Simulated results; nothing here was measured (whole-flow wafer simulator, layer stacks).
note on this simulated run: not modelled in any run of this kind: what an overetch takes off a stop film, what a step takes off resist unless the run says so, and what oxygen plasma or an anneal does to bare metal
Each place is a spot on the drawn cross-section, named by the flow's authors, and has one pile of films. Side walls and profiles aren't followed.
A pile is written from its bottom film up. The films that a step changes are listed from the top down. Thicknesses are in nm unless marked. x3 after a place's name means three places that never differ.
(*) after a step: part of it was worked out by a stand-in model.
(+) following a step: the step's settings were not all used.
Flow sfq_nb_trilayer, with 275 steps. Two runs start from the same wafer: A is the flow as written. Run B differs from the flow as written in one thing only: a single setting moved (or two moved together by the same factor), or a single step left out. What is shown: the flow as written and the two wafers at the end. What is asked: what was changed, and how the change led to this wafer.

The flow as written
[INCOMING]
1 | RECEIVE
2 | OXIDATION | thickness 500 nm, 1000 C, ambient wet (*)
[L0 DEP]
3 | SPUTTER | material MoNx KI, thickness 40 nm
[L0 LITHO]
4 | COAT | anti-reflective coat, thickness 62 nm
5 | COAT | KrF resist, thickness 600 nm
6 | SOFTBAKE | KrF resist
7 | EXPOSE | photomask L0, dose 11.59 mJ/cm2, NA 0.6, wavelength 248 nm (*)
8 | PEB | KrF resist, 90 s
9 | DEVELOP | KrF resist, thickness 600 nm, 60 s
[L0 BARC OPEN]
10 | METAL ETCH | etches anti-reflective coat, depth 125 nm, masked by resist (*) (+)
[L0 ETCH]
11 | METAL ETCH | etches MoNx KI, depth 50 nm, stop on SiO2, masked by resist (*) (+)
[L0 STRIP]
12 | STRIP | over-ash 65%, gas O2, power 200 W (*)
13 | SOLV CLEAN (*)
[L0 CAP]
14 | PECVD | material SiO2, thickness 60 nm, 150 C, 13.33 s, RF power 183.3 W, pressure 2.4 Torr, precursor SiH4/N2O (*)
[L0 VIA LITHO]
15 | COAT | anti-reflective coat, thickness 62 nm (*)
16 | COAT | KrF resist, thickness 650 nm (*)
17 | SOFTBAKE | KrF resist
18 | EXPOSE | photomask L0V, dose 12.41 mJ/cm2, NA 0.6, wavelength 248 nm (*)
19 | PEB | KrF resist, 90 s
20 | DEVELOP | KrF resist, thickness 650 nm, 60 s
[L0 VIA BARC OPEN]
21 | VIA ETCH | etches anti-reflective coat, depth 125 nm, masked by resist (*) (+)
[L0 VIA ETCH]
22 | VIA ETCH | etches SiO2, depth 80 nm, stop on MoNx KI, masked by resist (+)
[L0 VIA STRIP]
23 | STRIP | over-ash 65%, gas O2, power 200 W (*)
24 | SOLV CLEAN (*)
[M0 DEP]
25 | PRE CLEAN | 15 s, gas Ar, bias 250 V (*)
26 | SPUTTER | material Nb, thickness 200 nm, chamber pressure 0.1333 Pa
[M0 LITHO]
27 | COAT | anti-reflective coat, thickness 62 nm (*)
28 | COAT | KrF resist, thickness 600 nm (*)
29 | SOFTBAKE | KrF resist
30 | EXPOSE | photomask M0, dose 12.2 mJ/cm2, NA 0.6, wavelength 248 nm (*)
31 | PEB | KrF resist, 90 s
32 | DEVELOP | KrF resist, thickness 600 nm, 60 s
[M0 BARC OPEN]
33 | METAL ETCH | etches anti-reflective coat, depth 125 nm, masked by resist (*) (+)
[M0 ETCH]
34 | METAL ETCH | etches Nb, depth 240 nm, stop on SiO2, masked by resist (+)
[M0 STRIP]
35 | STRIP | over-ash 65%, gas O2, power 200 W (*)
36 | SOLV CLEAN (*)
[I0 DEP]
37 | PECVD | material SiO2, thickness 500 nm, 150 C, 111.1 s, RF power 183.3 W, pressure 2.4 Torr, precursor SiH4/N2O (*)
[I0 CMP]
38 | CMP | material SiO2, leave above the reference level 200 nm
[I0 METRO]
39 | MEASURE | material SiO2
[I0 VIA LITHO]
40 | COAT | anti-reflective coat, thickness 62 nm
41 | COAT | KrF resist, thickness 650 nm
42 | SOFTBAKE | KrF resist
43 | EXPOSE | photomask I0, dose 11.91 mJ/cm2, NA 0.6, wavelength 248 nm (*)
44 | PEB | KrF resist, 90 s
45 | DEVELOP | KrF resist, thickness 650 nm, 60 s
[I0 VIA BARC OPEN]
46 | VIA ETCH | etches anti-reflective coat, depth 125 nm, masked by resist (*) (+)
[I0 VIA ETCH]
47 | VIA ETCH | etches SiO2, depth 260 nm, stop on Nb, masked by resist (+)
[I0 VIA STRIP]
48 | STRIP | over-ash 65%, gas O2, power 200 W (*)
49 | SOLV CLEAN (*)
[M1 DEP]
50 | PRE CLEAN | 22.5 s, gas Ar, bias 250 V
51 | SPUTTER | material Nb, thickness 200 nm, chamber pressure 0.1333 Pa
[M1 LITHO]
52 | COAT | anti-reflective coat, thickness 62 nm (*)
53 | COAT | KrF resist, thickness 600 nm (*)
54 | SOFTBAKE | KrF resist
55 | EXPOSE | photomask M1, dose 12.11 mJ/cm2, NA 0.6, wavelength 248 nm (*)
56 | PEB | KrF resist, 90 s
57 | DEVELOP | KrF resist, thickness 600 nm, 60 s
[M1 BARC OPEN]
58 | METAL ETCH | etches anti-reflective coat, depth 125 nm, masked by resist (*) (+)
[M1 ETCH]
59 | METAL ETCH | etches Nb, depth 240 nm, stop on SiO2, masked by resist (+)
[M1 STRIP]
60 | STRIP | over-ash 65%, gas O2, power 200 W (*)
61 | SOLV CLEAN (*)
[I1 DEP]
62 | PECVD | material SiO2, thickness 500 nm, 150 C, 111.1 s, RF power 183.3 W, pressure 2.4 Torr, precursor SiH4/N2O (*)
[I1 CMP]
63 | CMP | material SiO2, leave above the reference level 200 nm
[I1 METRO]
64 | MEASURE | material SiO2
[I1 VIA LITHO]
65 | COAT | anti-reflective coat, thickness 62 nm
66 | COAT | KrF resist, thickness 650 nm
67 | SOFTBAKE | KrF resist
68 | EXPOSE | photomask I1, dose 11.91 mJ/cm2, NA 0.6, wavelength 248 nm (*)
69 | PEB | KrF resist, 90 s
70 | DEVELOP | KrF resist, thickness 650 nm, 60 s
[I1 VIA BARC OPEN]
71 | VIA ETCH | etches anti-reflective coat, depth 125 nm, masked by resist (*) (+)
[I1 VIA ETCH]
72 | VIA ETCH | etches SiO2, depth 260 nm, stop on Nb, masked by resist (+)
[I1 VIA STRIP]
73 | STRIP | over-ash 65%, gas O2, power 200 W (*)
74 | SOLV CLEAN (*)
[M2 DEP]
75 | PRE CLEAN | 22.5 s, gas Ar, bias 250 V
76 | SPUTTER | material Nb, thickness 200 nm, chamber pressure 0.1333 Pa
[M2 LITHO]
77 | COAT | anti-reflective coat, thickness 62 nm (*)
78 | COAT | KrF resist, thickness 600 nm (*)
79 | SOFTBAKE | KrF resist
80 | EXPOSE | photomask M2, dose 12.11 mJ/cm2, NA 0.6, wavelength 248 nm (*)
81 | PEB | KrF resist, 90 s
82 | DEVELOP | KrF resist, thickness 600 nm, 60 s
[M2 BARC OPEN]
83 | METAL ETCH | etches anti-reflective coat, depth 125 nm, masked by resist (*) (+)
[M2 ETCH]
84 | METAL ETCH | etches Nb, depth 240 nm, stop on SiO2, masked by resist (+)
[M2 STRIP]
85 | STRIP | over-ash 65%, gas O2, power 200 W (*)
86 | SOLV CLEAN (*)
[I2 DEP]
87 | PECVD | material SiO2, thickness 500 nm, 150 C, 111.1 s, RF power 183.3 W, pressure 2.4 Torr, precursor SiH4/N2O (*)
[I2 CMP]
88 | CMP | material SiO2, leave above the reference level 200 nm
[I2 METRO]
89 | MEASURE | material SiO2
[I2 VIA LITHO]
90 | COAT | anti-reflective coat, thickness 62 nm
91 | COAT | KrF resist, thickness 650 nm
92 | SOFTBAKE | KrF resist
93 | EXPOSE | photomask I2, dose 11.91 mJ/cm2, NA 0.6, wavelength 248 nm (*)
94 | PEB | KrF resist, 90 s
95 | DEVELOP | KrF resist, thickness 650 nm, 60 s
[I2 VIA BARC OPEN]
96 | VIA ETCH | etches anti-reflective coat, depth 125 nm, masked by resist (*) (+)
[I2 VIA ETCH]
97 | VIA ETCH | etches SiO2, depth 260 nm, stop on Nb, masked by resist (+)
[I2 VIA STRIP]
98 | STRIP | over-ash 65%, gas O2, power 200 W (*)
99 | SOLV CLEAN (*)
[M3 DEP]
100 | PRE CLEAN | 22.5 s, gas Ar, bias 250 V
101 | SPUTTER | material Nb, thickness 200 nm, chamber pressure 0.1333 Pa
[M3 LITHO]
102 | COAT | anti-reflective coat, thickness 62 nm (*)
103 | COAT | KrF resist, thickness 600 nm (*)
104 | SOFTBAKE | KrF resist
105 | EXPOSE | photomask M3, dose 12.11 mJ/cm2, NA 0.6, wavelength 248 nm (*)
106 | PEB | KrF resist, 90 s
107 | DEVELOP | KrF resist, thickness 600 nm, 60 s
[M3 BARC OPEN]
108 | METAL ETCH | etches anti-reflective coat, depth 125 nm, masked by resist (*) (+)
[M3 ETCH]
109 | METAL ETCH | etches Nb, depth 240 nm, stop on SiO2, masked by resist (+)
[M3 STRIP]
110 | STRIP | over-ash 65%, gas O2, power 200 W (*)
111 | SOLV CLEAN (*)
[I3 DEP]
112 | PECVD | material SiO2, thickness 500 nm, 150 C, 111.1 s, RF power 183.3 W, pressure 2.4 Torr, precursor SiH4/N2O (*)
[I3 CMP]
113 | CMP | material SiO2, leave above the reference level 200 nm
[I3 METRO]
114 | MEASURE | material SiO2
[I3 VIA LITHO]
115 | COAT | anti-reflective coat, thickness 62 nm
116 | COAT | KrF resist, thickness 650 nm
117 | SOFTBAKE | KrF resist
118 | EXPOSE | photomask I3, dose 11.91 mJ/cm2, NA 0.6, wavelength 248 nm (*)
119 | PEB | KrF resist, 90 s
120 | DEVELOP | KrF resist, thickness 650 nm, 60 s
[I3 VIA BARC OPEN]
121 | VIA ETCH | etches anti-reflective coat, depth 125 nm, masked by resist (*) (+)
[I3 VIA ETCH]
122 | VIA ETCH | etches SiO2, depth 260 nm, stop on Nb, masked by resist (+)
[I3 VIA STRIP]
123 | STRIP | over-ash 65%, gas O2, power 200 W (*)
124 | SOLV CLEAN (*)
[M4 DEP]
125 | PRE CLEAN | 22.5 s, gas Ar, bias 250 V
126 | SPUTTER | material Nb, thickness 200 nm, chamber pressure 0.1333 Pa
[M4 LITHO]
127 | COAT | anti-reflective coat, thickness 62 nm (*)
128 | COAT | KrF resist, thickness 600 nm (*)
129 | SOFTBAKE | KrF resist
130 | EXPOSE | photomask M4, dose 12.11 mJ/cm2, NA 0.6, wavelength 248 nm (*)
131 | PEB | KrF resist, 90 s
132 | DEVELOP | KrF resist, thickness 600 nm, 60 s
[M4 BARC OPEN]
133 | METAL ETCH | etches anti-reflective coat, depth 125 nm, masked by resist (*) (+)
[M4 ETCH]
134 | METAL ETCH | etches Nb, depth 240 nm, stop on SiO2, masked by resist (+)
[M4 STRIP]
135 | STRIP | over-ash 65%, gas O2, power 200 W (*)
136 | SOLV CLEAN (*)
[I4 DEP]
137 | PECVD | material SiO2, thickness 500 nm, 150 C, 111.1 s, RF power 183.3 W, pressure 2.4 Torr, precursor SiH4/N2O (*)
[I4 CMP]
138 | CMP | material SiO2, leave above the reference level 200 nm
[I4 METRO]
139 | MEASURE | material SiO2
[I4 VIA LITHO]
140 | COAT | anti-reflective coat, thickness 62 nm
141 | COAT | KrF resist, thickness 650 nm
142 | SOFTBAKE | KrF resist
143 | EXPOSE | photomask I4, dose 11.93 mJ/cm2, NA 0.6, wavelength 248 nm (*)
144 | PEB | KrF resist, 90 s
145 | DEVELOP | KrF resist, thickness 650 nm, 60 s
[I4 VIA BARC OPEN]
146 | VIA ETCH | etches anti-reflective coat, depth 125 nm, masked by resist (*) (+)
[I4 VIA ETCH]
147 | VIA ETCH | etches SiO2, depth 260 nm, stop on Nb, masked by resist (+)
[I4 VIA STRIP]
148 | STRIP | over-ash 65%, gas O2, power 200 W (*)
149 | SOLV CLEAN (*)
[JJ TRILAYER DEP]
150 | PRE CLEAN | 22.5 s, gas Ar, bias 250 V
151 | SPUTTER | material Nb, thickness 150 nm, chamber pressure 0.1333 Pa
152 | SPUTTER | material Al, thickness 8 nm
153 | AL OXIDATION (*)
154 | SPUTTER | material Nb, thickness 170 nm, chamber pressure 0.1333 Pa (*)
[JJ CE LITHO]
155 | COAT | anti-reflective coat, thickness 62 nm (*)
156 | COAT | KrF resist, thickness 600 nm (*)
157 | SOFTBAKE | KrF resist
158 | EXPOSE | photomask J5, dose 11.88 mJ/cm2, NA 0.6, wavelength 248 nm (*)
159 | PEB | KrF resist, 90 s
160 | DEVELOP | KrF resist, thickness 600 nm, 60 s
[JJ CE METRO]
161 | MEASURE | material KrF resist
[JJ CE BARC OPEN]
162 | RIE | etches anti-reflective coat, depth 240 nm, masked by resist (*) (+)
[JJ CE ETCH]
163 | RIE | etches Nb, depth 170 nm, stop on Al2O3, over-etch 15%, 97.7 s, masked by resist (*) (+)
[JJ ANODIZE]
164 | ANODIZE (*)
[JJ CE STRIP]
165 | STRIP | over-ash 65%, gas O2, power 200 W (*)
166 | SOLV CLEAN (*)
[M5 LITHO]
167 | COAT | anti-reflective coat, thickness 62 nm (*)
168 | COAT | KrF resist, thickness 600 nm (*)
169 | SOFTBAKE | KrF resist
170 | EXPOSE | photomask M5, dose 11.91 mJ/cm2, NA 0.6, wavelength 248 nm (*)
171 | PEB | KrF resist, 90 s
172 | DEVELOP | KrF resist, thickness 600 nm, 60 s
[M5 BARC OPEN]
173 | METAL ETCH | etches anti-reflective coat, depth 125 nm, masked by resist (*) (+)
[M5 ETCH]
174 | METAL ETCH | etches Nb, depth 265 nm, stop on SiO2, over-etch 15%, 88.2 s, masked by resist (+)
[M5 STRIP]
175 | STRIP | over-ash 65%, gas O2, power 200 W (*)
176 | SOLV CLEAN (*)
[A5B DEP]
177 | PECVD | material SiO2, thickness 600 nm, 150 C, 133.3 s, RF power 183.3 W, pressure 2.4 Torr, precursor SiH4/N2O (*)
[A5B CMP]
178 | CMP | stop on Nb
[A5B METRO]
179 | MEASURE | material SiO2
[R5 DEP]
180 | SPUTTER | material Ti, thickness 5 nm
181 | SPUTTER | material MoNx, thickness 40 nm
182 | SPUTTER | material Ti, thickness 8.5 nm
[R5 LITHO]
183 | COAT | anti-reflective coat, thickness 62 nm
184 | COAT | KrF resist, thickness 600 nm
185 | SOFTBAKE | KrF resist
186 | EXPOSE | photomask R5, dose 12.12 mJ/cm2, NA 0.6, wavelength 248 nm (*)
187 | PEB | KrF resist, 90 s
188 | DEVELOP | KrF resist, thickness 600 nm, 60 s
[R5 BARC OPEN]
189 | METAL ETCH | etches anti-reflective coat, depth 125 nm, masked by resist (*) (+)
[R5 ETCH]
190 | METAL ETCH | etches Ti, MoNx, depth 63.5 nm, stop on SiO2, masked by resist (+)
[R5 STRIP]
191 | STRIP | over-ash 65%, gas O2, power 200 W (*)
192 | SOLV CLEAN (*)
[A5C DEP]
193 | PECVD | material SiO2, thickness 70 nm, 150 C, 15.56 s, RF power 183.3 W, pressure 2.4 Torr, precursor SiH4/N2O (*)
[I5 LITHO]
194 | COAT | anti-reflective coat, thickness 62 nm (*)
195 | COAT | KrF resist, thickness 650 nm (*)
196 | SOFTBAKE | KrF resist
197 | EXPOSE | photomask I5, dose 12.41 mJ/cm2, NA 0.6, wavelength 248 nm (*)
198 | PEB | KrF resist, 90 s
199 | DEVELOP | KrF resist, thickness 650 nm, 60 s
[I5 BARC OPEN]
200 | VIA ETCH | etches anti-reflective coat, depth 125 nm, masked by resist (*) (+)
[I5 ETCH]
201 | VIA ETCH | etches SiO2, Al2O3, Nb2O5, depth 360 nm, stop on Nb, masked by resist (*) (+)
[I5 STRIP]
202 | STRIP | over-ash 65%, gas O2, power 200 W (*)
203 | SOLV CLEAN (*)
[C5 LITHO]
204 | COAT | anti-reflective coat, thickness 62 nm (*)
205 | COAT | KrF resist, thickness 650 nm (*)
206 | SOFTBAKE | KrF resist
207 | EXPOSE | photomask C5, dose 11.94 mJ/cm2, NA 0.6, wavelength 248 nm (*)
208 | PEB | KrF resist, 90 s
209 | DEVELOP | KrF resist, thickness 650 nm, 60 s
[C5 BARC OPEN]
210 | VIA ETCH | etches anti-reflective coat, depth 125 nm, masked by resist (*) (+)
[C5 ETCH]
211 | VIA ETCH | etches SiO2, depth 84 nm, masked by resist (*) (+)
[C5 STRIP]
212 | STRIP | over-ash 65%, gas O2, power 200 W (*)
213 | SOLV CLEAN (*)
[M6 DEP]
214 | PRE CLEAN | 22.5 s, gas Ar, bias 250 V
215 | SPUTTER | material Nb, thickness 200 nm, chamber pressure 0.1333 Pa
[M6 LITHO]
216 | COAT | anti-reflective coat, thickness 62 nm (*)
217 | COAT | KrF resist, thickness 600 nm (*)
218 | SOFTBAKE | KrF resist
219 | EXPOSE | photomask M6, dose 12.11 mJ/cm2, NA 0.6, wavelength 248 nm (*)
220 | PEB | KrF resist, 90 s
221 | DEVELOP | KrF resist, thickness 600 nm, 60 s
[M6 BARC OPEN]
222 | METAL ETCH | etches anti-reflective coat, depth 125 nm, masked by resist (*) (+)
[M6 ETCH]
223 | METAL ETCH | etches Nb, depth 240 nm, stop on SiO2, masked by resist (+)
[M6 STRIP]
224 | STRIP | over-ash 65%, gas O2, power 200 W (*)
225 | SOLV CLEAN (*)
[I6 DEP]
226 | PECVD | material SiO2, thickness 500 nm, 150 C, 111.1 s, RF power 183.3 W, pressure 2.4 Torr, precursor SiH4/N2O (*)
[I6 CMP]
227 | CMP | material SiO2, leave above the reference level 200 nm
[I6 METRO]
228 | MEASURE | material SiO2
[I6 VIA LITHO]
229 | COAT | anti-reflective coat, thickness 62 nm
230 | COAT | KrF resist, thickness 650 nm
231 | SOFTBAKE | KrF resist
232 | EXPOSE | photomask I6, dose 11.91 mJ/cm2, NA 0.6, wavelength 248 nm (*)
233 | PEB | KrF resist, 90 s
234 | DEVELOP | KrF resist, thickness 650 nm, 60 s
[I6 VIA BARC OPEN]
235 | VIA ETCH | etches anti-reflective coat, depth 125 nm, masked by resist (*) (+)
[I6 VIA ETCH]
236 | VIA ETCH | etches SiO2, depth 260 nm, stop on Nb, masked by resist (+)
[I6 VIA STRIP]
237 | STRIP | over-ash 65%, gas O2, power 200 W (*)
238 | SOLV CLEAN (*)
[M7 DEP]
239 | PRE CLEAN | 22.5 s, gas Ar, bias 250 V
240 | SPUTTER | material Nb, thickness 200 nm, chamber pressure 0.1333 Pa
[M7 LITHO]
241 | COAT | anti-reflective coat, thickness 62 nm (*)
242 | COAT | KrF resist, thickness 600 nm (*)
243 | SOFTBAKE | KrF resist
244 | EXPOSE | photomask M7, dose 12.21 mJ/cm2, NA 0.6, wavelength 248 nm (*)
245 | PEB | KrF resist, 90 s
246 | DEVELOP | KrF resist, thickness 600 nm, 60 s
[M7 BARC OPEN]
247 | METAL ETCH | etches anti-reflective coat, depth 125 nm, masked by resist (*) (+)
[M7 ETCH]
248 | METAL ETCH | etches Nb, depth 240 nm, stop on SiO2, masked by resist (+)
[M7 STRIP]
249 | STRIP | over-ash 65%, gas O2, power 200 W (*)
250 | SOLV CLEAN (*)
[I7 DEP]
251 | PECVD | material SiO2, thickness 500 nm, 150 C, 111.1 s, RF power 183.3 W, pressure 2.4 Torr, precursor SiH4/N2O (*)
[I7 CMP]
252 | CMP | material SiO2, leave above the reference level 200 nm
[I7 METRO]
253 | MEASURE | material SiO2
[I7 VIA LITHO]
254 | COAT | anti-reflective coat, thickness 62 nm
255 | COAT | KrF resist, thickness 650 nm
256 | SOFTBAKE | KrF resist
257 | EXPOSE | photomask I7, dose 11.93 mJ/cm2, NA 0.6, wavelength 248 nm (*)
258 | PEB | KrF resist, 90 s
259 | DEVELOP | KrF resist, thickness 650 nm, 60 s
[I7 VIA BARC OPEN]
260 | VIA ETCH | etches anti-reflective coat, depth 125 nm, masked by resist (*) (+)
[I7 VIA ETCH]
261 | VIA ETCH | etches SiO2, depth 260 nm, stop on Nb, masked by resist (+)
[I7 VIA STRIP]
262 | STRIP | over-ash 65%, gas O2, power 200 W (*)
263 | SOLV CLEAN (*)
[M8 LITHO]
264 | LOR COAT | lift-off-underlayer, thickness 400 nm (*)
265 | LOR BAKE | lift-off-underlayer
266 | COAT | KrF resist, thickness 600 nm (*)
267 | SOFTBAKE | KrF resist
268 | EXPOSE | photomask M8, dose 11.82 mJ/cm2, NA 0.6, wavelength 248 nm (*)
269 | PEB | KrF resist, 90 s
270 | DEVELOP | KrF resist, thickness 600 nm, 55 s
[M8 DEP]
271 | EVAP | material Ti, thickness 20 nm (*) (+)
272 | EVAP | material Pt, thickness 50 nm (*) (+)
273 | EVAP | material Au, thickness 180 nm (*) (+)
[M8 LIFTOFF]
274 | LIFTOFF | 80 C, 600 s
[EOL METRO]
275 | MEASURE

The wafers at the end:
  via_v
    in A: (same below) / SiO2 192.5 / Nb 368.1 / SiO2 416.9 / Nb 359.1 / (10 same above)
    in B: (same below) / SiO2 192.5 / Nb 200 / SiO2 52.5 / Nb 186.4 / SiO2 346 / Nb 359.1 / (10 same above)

What caused this: step 72, VIA ETCH: depth 139.8 nm was run, though the flow has depth 260 nm.

The path from the change to this, step by step:
  72 | VIA ETCH | etches SiO2, depth 260 nm, stop on Nb, masked by resist (+)
      via_v: A -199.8 SiO2 (all of it) | B -139.8 SiO2
      field_l, v_sur, via_wl and 102 more: A -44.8 KrF resist | B -24.1 KrF resist
  73 | STRIP | over-ash 65%, gas O2, power 200 W (*)
      field_l, v_sur, via_wl and 102 more: A -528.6 KrF resist (all of it), -62 anti-reflective coat (all of it) | B -549.3 KrF resist (all of it), -62 anti-reflective coat (all of it)
  75 | PRE CLEAN | 22.5 s, gas Ar, bias 250 V
      via_v: A -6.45 Nb | B -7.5 SiO2
  76 | SPUTTER | material Nb, thickness 200 nm, chamber pressure 0.1333 Pa
      via_v: A +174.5 Nb | B +186.4 Nb (new film)
  77 | COAT | anti-reflective coat, thickness 62 nm (*)
      via_sp: A +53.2 anti-reflective coat (new film) | B +54.3 anti-reflective coat (new film)
      via_v: A +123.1 anti-reflective coat (new film) | B +109.6 anti-reflective coat (new film)
      (as well as at 1 more place)
  78 | COAT | KrF resist, thickness 600 nm (*)
      via_v: A +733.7 KrF resist (new film) | B +685.8 KrF resist (new film)
  85 | STRIP | over-ash 65%, gas O2, power 200 W (*)
      via_sp: A -374.4 KrF resist (all of it), -53.2 anti-reflective coat (all of it) | B -378.3 KrF resist (all of it), -54.3 anti-reflective coat (all of it)
      via_v: A -515.8 KrF resist (all of it), -123.1 anti-reflective coat (all of it) | B -467.9 KrF resist (all of it), -109.6 anti-reflective coat (all of it)
      (as well as at 1 more place)
  87 | PECVD | material SiO2, thickness 500 nm, 150 C, 111.1 s, RF power 183.3 W, pressure 2.4 Torr, precursor SiH4/N2O (*)
      via_v: A +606 SiO2 (new film) | B +510.6 SiO2 (new film)
  88 | CMP | material SiO2, leave above the reference level 200 nm
      via_v: A -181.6 SiO2 | B -157.1 SiO2
With metal films that touch counted as one body, via_v has 7 bodies (between them, from the top down: SiO2 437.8; SiO2 209 / Al2O3 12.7 / Nb2O5 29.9; SiO2 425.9; SiO2 346; SiO2 52.5; SiO2 192.5); the flow as written gives 6 bodies (between them, from the top down: SiO2 437.8; SiO2 209 / Al2O3 12.7 / Nb2O5 29.9; SiO2 425.9; SiO2 416.9; SiO2 192.5).
